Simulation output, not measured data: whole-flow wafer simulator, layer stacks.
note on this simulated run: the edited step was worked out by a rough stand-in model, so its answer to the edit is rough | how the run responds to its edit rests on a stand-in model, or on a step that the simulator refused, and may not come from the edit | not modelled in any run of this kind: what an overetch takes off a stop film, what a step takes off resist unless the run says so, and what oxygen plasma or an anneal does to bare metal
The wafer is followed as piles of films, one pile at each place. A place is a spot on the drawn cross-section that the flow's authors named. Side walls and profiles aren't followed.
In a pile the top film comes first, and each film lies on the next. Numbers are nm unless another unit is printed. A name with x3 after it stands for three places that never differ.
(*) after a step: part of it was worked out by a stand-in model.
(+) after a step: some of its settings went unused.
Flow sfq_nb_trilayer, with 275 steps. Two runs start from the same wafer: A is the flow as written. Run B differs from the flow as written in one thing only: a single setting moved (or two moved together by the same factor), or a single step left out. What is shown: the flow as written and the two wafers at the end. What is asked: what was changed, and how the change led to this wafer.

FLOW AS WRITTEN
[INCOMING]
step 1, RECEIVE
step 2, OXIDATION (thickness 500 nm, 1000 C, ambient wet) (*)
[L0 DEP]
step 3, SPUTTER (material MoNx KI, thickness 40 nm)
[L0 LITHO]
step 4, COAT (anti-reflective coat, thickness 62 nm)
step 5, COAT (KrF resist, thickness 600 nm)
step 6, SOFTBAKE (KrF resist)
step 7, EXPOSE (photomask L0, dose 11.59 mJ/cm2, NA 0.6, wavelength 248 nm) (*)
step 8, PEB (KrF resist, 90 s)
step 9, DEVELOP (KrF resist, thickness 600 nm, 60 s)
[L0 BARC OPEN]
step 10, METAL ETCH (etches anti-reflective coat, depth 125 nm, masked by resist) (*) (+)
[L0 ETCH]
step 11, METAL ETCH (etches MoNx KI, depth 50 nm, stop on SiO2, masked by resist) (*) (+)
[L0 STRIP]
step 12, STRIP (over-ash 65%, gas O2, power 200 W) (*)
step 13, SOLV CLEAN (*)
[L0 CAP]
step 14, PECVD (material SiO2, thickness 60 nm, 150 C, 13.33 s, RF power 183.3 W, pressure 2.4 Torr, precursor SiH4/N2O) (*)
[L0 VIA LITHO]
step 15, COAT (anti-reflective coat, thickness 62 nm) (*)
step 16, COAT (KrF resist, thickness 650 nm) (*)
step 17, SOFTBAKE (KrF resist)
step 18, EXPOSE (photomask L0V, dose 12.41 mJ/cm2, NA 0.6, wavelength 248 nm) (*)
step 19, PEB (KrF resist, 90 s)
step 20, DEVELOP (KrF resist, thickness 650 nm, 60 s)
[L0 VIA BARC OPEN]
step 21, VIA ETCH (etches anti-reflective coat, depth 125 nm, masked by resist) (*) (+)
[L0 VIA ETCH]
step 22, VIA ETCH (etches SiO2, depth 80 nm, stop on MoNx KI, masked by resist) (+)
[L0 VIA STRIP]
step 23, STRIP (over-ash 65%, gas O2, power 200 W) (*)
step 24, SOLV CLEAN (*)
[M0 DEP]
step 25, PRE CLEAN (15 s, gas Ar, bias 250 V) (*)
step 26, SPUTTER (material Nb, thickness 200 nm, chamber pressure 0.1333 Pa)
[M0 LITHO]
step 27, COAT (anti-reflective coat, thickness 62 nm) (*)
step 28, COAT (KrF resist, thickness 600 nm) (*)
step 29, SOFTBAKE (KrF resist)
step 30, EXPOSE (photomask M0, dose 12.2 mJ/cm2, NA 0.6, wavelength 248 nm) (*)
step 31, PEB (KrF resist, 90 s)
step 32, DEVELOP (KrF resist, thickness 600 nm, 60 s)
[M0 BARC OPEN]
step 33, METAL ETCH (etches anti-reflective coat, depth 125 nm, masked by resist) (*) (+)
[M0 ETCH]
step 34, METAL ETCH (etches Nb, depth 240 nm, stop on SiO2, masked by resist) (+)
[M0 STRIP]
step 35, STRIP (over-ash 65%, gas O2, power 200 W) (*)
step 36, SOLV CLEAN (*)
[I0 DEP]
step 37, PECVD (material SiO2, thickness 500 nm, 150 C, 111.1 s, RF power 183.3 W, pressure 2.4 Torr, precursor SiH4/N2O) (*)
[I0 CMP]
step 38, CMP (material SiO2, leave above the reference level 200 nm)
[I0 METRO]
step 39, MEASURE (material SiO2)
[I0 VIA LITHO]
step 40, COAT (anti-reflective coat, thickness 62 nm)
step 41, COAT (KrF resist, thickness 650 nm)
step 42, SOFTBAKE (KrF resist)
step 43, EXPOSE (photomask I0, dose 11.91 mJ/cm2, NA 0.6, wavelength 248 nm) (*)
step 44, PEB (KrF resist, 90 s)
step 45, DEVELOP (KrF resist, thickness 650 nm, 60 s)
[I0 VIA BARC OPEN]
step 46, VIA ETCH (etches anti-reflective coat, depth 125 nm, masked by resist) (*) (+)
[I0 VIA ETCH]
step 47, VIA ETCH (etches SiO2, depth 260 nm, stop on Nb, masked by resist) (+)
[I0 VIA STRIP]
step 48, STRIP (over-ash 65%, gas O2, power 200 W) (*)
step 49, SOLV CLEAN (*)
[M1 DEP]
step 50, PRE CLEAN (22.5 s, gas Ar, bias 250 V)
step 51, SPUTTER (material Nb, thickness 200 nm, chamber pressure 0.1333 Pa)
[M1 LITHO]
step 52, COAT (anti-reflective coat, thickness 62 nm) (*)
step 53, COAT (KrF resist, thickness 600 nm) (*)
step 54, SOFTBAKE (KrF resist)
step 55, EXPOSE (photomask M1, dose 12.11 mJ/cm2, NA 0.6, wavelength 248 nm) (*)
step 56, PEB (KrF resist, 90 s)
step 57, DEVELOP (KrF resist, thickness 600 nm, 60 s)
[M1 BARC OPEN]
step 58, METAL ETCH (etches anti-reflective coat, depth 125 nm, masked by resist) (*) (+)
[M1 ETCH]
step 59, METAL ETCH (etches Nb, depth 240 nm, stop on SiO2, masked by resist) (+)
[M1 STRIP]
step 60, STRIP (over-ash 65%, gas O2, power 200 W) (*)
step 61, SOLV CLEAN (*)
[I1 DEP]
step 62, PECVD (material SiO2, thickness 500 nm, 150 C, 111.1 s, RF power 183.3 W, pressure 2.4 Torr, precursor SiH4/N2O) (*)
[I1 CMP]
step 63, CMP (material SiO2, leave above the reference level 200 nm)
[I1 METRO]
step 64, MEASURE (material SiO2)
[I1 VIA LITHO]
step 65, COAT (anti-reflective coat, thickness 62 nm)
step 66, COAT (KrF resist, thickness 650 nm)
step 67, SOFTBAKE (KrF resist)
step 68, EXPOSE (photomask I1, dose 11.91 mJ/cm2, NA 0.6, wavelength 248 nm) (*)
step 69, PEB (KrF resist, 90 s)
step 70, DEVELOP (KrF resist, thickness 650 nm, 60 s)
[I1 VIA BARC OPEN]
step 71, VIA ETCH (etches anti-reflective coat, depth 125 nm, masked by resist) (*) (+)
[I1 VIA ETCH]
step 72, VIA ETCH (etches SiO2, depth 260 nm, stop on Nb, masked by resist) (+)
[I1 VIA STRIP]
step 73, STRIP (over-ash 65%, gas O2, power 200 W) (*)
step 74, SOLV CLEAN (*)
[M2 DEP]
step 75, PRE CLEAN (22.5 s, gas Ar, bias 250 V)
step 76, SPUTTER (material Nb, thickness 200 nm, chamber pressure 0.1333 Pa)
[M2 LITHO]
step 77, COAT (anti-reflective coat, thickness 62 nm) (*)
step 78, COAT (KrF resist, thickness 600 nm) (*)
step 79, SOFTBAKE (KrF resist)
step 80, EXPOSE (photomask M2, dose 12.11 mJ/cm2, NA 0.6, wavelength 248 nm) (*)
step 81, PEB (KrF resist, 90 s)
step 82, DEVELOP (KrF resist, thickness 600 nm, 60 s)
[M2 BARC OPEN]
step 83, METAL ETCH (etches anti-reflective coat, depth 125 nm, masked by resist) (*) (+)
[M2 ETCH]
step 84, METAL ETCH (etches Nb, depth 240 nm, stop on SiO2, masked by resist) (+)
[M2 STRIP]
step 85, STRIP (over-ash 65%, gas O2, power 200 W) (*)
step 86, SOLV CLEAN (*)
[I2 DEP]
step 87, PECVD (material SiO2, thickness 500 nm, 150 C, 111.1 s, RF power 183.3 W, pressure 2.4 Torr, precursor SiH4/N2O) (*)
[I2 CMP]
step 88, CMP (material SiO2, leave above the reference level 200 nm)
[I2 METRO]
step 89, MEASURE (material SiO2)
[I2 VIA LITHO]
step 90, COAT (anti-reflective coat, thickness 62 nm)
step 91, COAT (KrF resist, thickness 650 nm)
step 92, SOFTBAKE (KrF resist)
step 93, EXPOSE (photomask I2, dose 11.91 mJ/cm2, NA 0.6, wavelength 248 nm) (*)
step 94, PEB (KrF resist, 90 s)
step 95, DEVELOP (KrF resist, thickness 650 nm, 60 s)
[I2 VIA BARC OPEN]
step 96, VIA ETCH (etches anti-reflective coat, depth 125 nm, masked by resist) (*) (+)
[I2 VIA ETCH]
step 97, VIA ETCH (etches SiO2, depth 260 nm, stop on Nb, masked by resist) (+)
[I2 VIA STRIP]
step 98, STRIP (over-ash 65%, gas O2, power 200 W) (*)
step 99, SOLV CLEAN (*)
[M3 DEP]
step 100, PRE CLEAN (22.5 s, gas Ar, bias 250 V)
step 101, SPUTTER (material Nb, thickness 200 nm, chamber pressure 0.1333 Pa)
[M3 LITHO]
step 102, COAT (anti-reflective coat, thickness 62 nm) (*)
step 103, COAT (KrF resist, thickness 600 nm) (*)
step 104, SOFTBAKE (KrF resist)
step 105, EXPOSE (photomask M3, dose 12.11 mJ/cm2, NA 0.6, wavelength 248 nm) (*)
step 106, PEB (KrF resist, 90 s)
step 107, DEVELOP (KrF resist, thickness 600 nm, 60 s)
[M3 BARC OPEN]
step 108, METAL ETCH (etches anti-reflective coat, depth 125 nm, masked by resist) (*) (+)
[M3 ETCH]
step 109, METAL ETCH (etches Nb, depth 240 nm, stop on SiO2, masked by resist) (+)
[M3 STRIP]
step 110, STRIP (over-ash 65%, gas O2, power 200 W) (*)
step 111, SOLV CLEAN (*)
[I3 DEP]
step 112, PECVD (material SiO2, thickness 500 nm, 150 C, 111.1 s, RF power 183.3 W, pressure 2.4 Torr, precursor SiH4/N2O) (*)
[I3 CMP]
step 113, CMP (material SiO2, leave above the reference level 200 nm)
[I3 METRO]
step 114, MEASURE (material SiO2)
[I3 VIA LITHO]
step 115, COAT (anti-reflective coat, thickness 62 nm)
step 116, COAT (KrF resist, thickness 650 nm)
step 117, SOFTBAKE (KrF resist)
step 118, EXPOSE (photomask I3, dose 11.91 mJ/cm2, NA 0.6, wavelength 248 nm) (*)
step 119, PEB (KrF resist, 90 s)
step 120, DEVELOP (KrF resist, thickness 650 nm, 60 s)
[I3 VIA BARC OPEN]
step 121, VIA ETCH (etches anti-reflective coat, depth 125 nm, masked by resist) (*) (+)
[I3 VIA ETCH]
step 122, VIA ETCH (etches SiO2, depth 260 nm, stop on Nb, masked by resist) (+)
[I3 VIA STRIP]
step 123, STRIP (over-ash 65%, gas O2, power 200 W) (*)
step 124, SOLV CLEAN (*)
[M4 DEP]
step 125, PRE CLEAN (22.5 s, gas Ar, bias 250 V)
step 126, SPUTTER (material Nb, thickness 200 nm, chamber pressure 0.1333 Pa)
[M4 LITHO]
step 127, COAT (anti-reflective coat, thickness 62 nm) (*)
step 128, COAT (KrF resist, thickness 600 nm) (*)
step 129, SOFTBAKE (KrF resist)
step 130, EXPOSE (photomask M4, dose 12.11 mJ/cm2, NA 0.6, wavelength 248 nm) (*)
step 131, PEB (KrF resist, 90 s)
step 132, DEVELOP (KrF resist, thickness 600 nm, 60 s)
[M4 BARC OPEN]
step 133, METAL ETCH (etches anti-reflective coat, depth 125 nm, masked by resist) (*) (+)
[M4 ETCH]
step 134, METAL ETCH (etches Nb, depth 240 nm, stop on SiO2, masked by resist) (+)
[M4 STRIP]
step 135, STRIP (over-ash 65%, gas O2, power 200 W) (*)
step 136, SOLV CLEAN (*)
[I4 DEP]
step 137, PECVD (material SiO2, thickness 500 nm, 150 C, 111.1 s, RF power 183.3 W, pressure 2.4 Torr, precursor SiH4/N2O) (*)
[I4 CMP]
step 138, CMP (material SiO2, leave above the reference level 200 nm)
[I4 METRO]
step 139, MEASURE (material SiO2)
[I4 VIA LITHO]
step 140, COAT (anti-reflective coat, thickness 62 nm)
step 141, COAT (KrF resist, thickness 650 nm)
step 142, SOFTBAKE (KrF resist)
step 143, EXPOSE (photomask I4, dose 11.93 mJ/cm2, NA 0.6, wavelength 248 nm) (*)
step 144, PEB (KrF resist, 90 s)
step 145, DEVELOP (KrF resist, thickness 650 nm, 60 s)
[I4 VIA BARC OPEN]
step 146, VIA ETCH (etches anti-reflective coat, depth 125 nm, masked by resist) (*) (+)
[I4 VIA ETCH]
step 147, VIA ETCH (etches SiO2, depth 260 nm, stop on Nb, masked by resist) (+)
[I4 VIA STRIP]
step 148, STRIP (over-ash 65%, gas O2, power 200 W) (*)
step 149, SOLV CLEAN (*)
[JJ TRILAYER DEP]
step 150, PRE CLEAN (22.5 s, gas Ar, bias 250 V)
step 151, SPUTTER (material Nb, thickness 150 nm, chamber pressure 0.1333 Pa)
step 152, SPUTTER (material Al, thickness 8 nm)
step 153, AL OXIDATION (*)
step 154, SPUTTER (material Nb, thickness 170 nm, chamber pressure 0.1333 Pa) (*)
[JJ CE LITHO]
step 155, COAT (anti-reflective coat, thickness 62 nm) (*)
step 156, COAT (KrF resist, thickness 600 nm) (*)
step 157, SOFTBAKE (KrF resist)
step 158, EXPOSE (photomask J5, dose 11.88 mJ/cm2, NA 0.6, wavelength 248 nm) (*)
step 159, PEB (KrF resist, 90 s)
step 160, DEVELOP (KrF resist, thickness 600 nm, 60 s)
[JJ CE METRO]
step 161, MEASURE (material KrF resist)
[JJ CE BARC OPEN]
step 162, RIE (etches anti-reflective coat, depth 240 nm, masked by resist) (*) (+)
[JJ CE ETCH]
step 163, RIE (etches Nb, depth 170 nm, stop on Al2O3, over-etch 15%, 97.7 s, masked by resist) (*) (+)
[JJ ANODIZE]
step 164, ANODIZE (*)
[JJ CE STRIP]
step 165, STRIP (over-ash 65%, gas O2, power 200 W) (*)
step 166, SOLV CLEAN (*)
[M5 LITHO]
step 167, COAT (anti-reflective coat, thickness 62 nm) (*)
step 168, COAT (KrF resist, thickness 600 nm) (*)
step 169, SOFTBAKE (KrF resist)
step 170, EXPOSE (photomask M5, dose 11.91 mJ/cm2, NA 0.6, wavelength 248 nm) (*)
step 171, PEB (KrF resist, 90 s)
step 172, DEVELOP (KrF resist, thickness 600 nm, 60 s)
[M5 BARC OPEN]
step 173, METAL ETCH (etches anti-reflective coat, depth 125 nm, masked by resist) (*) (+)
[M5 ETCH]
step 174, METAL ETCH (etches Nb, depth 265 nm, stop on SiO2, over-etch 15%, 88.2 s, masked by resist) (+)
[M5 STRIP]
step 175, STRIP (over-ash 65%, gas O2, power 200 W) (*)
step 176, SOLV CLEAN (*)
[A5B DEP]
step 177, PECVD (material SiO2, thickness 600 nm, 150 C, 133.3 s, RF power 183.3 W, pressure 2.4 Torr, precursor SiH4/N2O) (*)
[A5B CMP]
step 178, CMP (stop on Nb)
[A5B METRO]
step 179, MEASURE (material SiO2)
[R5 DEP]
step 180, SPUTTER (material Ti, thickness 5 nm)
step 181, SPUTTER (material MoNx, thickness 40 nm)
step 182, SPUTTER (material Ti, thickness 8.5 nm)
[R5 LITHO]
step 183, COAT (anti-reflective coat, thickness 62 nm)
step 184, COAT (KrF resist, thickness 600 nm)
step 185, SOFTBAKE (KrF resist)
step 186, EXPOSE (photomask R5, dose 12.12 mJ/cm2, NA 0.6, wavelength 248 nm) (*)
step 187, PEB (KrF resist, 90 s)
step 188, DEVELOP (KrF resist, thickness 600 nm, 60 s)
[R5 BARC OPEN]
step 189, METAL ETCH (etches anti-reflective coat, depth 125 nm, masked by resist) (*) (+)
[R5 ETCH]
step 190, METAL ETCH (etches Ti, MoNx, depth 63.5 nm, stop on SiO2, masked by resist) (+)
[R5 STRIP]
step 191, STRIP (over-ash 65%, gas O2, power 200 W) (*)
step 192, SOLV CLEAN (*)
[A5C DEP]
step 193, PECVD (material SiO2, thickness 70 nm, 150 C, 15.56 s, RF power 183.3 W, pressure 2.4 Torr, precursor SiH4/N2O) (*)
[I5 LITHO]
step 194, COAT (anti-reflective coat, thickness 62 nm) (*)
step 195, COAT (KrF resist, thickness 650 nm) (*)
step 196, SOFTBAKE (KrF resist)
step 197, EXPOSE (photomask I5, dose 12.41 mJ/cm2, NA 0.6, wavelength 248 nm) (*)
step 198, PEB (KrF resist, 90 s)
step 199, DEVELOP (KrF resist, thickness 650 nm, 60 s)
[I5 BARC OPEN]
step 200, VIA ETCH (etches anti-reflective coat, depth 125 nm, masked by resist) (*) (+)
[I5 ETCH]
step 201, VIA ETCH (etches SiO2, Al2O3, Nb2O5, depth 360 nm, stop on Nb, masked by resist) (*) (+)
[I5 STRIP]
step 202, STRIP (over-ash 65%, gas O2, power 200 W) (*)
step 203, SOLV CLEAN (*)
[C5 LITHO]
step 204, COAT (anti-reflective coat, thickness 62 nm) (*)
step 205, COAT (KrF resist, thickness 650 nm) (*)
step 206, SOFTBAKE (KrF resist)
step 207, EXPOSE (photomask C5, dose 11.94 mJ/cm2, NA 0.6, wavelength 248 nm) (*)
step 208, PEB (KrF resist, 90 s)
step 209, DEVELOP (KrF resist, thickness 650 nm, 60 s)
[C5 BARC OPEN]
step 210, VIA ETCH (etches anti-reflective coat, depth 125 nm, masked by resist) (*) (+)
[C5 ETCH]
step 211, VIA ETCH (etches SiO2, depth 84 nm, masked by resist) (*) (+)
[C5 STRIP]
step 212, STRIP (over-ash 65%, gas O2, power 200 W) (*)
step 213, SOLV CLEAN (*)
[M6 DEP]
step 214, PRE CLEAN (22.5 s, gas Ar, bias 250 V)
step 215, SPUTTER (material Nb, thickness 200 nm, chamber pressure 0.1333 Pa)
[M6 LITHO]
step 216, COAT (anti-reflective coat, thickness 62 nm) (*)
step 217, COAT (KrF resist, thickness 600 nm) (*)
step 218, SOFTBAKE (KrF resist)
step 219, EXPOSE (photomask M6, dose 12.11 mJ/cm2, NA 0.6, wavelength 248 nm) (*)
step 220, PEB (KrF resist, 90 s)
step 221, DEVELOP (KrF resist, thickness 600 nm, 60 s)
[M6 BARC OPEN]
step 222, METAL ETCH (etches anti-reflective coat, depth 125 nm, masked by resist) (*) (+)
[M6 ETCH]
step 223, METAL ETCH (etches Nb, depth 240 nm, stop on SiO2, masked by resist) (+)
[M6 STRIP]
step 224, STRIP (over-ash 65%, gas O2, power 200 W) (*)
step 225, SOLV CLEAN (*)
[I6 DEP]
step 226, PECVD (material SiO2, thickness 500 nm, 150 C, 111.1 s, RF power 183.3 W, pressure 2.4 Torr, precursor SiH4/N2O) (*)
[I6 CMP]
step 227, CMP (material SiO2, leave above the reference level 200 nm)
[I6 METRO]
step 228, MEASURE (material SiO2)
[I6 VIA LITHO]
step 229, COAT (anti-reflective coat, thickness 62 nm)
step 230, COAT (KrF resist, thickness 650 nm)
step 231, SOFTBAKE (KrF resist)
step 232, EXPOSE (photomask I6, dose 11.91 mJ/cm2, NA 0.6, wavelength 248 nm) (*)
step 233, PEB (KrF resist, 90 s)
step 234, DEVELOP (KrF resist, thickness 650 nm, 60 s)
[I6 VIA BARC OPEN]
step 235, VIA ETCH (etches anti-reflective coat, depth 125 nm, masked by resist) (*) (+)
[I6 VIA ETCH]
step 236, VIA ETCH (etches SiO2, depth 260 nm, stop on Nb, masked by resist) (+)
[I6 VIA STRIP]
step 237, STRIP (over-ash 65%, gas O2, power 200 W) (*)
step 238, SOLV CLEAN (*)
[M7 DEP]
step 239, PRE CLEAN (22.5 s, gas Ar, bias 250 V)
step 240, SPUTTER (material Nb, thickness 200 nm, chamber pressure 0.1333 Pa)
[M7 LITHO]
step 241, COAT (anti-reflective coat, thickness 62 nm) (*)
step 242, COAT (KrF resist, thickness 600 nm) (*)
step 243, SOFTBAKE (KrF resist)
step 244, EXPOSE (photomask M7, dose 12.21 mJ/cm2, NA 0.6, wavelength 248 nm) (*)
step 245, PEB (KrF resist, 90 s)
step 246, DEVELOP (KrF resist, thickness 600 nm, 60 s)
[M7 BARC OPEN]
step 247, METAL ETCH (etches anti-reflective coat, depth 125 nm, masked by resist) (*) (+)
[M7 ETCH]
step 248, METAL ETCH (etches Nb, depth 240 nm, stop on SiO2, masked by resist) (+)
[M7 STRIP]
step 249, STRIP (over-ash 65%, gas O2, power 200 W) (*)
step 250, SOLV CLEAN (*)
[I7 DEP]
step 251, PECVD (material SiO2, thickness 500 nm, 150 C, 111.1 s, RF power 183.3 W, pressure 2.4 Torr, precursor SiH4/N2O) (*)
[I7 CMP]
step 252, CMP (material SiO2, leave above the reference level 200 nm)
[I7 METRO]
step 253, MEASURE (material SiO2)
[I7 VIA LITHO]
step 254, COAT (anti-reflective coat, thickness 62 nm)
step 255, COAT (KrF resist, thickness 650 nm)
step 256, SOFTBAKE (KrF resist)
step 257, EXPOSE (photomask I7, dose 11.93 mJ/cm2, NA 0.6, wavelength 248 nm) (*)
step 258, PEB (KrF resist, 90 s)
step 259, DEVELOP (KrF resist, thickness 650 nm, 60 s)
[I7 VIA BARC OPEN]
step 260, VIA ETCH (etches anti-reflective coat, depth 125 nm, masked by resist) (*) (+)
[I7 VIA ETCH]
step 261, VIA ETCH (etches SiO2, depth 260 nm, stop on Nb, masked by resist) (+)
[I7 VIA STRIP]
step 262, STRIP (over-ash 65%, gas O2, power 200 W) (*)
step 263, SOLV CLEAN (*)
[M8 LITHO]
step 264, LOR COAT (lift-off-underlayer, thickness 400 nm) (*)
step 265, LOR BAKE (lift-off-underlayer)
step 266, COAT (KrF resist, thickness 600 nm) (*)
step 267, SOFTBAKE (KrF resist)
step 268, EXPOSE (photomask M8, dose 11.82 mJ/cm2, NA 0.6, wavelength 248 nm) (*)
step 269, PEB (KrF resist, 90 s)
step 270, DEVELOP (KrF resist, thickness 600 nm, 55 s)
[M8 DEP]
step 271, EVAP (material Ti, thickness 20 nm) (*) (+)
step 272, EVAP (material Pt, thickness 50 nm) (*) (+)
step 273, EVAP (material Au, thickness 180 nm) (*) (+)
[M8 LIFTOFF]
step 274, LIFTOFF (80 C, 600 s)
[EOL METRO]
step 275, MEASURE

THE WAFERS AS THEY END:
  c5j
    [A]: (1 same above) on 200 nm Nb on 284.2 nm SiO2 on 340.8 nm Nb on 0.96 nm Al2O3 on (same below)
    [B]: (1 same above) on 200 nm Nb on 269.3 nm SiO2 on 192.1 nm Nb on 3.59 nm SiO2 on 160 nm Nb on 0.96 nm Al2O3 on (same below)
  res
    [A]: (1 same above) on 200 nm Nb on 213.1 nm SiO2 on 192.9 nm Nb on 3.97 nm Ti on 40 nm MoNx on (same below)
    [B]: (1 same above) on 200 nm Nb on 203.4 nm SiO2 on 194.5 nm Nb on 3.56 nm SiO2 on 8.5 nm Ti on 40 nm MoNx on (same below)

The reason: step 211, VIA ETCH: depth 58.8 nm was run, while the flow as written has depth 84 nm.

Step by step, how the change led to this:
  step 211, VIA ETCH (etches SiO2, depth 84 nm, masked by resist) (*) (+)
      c5j: A -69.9 SiO2 (all of it), -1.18 Nb | B -58.8 SiO2
      res: A -69.9 SiO2 (all of it) | B -58.8 SiO2
      (also at 104 further places)
  step 214, PRE CLEAN (22.5 s, gas Ar, bias 250 V)
      c5j: A -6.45 Nb | B -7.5 SiO2
      res: A -4.53 Ti | B -7.5 SiO2
  step 215, SPUTTER (material Nb, thickness 200 nm, chamber pressure 0.1333 Pa)
      c5j: A +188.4 Nb | B +192.1 Nb (new film)
  step 216, COAT (anti-reflective coat, thickness 62 nm) (*)
      ce_l: A +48 anti-reflective coat (new film) | B +51 anti-reflective coat (new film)
      c5j: A +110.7 anti-reflective coat (new film) | B +102.9 anti-reflective coat (new film)
      (also at 2 further places)
  step 224, STRIP (over-ash 65%, gas O2, power 200 W) (*)
      ce_l: A -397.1 KrF resist (all of it), -48 anti-reflective coat (all of it) | B -395.3 KrF resist (all of it), -51 anti-reflective coat (all of it)
      c5j: A -418.3 KrF resist (all of it), -110.7 anti-reflective coat (all of it) | B -412.6 KrF resist (all of it), -102.9 anti-reflective coat (all of it)
      (also at 2 further places)
  step 226, PECVD (material SiO2, thickness 500 nm, 150 C, 111.1 s, RF power 183.3 W, pressure 2.4 Torr, precursor SiH4/N2O) (*)
      c5j: A +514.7 SiO2 (new film) | B +500 SiO2 (new film)
  step 227, CMP (material SiO2, leave above the reference level 200 nm)
      res: A -279.4 SiO2 | B -289.1 SiO2
If metal films that touch count as one body, c5j has 5 bodies (between them, from the top down: SiO2 269.3; SiO2 3.59; Al2O3 0.96; SiO2 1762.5); the flow as written gives 4 bodies (between them, from the top down: SiO2 284.2; Al2O3 0.96; SiO2 1762.5).
If metal films that touch count as one body, res has 4 bodies (between them, from the top down: SiO2 203.4; SiO2 3.56; SiO2 2090.9); the flow as written gives 3 bodies (between them, from the top down: SiO2 213.1; SiO2 2090.9).
